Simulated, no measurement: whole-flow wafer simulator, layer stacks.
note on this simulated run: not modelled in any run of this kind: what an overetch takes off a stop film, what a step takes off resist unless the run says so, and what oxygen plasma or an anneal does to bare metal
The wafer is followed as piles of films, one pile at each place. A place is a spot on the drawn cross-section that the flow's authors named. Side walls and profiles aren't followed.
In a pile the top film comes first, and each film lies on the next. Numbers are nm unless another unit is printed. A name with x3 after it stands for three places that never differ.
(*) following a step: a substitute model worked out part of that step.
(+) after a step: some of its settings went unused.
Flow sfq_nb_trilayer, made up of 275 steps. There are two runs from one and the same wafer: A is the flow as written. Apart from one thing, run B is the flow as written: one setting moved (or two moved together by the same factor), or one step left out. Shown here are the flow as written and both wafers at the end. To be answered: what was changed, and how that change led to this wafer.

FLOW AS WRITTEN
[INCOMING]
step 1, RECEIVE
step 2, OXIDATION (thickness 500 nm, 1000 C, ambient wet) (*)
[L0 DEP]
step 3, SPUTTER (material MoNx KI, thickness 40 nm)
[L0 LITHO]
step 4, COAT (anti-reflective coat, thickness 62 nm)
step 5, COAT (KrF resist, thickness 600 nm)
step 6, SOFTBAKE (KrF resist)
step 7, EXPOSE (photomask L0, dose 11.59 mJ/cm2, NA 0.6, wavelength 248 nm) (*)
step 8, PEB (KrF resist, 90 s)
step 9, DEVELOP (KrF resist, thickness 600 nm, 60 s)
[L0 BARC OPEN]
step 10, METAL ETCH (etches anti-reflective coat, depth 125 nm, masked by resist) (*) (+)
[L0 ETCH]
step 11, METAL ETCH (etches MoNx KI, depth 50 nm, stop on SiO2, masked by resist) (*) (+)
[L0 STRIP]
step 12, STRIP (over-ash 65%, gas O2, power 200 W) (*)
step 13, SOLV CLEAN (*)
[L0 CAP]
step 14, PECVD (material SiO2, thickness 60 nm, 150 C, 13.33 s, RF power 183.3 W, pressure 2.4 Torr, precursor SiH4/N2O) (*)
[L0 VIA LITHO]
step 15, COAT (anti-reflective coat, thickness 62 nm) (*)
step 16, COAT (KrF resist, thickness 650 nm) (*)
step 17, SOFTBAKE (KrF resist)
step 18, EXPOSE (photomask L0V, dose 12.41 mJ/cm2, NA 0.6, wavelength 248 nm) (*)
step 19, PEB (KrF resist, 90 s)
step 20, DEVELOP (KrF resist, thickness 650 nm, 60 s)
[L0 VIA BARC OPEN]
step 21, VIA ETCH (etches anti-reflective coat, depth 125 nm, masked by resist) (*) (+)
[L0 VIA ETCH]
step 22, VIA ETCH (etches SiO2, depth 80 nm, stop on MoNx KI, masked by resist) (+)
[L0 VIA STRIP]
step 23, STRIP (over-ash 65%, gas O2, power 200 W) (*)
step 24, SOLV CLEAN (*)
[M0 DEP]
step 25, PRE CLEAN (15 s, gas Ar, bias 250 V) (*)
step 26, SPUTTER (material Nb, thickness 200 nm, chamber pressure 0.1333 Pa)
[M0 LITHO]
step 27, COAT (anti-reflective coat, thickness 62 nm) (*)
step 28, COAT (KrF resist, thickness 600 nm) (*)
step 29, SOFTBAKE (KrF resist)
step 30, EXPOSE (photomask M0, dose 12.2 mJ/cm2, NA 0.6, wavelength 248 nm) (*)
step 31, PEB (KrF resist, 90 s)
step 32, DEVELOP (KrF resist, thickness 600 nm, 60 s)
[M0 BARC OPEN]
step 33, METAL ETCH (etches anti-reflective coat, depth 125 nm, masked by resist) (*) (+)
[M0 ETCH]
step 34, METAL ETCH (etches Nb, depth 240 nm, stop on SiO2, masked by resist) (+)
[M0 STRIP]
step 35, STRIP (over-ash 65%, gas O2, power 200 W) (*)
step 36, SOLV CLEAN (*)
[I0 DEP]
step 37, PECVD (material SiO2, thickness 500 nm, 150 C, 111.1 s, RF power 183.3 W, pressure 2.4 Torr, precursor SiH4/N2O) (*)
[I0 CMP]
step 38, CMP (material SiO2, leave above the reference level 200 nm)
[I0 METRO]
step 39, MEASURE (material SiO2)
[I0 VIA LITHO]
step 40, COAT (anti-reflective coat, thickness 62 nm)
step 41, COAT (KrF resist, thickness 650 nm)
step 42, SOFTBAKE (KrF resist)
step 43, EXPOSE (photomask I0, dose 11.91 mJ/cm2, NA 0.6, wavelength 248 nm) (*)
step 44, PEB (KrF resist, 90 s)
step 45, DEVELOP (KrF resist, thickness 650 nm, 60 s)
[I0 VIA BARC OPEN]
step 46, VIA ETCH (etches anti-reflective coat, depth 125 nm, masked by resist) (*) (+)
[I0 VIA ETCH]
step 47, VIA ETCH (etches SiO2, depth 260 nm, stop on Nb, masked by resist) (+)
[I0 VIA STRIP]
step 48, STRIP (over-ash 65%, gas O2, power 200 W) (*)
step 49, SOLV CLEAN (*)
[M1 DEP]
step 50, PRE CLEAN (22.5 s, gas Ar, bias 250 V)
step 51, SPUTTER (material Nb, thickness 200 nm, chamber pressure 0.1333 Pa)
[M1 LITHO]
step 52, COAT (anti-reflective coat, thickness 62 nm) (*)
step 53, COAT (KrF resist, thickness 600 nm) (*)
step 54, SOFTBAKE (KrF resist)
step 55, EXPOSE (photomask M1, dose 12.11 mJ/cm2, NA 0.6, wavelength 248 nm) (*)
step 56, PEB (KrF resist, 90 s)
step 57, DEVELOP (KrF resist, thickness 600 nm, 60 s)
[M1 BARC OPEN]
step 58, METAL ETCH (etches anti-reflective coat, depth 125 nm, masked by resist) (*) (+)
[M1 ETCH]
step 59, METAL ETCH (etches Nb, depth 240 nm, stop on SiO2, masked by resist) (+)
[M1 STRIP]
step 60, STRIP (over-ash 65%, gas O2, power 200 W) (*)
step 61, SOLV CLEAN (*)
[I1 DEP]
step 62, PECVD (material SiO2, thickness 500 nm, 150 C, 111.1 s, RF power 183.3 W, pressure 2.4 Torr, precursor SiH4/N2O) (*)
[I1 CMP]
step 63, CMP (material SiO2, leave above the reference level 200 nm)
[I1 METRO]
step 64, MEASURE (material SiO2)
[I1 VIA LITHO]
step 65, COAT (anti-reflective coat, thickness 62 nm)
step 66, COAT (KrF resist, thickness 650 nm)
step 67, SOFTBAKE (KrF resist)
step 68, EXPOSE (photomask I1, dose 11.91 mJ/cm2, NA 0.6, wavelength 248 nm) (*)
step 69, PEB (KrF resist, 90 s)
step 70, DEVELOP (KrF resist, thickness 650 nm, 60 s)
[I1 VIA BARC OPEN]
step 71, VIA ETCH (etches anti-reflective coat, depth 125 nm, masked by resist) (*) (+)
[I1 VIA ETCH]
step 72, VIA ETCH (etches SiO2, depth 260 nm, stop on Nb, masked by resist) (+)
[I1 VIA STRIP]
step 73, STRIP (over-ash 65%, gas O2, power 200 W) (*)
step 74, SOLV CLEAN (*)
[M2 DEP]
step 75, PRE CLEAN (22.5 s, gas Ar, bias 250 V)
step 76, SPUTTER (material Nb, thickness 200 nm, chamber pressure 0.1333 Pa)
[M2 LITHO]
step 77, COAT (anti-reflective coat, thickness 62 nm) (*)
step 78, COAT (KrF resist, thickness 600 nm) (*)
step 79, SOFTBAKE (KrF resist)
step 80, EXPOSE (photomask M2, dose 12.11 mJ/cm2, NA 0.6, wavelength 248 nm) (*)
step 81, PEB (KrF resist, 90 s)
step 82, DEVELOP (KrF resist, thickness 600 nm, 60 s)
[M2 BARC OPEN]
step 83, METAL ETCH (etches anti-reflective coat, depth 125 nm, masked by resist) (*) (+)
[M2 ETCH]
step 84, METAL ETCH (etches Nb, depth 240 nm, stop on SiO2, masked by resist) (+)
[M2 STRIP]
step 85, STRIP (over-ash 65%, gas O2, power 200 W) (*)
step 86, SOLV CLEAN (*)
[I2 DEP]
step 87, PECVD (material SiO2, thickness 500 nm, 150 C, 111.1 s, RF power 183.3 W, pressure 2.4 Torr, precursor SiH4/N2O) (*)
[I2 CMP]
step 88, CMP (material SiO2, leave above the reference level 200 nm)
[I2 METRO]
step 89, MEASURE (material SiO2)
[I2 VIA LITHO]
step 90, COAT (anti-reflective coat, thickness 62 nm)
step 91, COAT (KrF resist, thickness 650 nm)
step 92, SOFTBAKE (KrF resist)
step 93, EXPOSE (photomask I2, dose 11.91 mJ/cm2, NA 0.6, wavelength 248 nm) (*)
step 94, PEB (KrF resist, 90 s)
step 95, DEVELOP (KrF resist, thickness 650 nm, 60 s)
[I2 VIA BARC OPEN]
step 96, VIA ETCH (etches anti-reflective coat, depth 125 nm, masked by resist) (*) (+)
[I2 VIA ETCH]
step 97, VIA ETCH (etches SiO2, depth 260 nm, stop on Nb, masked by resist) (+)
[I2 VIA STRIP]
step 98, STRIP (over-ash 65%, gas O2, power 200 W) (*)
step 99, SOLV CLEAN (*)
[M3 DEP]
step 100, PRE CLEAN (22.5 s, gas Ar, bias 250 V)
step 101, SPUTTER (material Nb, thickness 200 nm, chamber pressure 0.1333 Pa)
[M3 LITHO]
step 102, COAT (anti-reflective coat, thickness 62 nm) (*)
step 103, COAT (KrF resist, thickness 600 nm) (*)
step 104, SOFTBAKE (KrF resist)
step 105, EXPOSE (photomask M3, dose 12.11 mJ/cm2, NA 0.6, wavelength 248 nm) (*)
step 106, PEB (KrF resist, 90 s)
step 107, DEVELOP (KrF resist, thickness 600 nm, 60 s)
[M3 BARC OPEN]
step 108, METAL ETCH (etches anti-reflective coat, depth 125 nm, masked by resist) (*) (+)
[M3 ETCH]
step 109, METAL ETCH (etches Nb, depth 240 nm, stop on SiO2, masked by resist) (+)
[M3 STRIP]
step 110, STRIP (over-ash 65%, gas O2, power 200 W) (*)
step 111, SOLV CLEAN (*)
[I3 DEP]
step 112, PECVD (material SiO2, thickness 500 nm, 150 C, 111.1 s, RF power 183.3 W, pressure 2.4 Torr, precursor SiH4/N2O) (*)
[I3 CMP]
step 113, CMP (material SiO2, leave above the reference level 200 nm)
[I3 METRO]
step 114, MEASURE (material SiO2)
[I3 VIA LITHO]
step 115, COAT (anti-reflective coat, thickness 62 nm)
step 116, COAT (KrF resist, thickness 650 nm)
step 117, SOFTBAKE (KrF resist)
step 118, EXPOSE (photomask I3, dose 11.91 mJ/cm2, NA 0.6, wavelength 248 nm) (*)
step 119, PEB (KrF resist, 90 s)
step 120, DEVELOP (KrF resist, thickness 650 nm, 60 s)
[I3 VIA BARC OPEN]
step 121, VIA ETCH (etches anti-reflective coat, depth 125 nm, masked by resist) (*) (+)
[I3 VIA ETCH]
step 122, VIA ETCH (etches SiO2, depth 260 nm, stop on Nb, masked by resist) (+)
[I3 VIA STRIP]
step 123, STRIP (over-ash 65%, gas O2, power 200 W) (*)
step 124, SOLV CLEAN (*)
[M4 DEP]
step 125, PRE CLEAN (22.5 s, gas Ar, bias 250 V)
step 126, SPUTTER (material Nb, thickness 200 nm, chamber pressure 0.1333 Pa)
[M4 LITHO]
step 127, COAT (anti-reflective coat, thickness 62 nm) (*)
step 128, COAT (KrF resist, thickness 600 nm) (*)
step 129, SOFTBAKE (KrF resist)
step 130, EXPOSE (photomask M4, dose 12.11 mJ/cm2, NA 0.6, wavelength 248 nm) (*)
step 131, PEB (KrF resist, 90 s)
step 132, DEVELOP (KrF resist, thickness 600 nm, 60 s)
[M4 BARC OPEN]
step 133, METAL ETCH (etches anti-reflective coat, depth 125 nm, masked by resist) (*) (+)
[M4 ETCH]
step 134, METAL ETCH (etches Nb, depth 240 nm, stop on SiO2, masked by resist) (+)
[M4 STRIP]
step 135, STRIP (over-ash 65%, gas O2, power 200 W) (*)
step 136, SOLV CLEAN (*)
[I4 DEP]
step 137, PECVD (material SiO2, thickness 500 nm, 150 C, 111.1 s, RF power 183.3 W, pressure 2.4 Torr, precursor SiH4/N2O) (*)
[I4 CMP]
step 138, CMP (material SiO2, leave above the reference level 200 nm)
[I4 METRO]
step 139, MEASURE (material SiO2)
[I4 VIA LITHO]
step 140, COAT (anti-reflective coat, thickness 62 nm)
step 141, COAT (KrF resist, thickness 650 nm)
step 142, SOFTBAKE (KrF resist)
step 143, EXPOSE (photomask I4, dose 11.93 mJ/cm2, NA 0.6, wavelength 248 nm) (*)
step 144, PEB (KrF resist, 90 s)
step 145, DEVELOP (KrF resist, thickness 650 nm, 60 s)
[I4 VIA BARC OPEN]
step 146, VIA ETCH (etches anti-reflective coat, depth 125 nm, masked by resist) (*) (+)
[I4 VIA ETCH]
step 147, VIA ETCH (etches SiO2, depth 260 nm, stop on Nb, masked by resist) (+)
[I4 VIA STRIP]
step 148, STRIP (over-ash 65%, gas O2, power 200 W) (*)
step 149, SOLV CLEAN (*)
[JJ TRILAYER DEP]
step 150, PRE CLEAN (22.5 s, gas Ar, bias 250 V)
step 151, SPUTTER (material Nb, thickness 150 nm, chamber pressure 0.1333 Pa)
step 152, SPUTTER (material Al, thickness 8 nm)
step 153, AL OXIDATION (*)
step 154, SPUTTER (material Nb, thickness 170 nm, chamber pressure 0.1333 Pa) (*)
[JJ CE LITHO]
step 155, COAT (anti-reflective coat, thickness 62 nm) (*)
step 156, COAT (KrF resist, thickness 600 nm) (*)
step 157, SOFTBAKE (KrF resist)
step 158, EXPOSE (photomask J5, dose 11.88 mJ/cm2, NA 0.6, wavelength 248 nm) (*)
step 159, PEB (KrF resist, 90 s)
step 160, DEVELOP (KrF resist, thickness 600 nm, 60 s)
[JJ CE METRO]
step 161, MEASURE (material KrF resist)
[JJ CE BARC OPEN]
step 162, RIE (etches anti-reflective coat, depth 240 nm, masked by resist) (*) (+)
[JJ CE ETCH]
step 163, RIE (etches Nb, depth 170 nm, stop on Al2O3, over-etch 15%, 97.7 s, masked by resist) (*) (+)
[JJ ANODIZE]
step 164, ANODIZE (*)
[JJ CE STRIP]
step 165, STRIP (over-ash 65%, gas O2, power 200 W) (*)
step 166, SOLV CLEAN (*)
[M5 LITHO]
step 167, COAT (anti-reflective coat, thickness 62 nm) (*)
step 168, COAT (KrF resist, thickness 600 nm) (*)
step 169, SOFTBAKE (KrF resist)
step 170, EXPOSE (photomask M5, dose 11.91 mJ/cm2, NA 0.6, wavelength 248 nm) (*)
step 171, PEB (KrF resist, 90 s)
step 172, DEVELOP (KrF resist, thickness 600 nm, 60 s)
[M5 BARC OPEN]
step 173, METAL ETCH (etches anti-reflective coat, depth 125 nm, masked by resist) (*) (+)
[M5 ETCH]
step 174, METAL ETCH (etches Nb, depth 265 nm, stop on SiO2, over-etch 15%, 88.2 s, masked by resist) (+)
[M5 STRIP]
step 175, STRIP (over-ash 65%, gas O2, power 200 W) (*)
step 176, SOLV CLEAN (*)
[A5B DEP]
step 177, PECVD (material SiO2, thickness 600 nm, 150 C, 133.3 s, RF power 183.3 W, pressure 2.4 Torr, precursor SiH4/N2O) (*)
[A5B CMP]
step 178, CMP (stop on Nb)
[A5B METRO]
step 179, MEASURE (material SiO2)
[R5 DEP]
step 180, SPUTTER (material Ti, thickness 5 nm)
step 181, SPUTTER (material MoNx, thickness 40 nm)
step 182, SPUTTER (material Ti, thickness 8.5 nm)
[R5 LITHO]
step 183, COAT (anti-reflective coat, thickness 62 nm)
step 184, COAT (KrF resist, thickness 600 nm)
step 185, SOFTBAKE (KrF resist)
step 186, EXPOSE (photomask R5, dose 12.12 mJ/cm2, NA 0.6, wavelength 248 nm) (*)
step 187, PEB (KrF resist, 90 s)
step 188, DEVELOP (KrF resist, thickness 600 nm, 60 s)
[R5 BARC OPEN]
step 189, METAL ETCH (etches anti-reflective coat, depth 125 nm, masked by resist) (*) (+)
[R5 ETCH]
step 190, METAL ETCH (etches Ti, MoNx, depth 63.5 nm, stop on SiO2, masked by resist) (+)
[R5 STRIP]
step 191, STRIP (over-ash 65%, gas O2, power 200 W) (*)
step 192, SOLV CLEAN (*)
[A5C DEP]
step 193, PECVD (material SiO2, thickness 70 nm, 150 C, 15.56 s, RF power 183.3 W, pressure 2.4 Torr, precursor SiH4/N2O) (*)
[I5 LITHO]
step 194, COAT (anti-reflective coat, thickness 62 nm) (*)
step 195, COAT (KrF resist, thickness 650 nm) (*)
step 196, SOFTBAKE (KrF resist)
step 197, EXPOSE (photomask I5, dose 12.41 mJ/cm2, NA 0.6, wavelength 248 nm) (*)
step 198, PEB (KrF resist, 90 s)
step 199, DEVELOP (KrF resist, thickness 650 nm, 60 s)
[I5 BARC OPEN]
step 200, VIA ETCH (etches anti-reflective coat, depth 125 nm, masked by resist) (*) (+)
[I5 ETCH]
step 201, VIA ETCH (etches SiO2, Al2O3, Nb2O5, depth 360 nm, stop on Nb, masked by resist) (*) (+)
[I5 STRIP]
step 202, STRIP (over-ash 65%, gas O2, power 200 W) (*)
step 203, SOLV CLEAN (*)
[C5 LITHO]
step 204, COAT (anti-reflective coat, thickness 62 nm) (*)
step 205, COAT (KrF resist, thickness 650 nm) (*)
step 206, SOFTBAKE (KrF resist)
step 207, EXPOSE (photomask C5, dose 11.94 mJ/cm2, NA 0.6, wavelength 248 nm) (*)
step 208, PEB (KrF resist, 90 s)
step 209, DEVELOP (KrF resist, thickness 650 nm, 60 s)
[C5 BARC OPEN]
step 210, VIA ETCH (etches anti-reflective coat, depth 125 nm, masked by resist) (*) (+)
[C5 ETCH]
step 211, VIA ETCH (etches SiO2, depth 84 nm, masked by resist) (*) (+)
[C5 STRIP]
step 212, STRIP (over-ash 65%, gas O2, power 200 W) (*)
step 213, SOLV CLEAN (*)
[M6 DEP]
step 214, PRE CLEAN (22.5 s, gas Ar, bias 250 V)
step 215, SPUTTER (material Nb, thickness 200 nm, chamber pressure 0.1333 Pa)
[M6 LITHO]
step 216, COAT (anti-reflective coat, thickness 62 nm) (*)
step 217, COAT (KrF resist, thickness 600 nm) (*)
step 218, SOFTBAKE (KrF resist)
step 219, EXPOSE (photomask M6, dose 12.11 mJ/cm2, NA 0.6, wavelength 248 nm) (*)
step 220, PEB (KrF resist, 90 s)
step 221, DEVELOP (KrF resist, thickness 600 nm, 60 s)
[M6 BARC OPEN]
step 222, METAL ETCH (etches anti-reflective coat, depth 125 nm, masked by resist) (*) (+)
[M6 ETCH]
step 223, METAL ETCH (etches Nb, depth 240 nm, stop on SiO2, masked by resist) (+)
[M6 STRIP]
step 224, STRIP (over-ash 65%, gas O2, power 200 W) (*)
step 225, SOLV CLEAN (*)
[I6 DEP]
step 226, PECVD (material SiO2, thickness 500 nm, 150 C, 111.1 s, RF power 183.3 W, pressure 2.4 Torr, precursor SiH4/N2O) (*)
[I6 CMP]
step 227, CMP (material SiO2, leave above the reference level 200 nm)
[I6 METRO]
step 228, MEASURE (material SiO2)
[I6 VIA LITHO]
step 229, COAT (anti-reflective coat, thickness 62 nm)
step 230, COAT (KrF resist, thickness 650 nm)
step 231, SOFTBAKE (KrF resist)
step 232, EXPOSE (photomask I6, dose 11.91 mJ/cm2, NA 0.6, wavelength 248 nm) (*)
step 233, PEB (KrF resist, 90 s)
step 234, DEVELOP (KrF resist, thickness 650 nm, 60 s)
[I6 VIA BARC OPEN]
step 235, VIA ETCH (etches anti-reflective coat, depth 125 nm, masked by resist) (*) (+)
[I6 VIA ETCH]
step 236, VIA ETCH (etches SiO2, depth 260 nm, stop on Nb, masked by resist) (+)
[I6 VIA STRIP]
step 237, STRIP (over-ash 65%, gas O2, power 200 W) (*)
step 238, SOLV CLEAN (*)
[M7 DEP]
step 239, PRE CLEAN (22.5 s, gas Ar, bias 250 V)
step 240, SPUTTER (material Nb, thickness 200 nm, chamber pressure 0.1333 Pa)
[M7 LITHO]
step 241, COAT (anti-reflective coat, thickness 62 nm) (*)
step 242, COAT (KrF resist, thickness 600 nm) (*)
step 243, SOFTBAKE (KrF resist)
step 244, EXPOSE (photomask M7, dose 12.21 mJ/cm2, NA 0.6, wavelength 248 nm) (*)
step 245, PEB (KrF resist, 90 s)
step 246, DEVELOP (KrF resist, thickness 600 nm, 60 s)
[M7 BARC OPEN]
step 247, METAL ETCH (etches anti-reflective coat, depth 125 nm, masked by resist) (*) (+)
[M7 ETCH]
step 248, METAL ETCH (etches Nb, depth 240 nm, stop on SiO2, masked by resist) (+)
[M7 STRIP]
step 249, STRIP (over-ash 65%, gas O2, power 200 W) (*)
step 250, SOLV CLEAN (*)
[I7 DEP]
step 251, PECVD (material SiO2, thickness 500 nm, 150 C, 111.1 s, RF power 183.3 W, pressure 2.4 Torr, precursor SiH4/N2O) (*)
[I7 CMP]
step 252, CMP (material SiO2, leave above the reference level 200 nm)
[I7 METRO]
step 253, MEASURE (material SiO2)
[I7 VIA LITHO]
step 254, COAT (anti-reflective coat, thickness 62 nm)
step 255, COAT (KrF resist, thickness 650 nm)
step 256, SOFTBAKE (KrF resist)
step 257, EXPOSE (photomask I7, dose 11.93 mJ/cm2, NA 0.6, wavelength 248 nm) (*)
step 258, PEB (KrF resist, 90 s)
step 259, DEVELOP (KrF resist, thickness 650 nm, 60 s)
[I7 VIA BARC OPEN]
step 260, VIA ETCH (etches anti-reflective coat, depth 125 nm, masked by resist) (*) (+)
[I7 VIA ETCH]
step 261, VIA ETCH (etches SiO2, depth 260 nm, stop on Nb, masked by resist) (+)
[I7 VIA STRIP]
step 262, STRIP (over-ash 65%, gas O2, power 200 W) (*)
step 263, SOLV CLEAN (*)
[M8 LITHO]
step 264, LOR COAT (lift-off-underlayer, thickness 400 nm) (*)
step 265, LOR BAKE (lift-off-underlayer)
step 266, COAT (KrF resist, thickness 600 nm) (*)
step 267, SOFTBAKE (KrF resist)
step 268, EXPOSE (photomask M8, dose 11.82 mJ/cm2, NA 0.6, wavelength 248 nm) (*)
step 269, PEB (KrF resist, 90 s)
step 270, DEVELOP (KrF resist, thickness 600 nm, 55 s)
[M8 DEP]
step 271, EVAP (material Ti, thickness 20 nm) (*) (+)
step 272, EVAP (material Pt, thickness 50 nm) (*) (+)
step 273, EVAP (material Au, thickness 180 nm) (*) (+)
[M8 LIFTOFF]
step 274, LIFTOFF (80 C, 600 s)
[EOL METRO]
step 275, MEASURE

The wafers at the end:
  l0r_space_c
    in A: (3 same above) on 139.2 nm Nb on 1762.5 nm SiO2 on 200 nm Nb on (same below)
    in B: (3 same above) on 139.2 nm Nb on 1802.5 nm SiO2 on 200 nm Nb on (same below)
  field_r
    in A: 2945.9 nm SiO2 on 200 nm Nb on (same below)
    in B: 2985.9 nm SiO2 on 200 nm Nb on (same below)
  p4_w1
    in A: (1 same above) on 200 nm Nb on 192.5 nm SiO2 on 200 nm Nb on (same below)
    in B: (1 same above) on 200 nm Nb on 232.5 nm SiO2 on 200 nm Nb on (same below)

Cause: step 113, CMP: leave above the reference level 240 nm was run, while the flow as written has leave above the reference level 200 nm.

The path from the change to this, step by step:
  step 113, CMP (material SiO2, leave above the reference level 200 nm)
      field_l, be, be_sur and 64 more: A SiO2 loses 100 | B SiO2 loses 60
      v_sur, via_wl, via_wr and 27 more: A SiO2 loses 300 | B SiO2 loses 260
      (also at 9 further places)
  step 122, VIA ETCH (etches SiO2, depth 260 nm, stop on Nb, masked by resist) (+)
      via_v: A SiO2 loses 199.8 (all of it) | B SiO2 loses 239.8 (all of it)
  step 126, SPUTTER (material Nb, thickness 200 nm, chamber pressure 0.1333 Pa)
      via_v: A Nb gains 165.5 | B Nb gains 157
  step 127, COAT (anti-reflective coat, thickness 62 nm) (*)
      via_v: A anti-reflective coat gains 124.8 (new film) | B anti-reflective coat gains 133.4 (new film)
  step 128, COAT (KrF resist, thickness 600 nm) (*)
      via_v: A KrF resist gains 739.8 (new film) | B KrF resist gains 773 (new film)
  step 135, STRIP (over-ash 65%, gas O2, power 200 W) (*)
      via_v: A KrF resist loses 521.8 (all of it), anti-reflective coat loses 124.8 (all of it) | B KrF resist loses 555 (all of it), anti-reflective coat loses 133.4 (all of it)
  step 137, PECVD (material SiO2, thickness 500 nm, 150 C, 111.1 s, RF power 183.3 W, pressure 2.4 Torr, precursor SiH4/N2O) (*)
      via_v: A SiO2 gains 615 (new film) | B SiO2 gains 663.6 (new film)
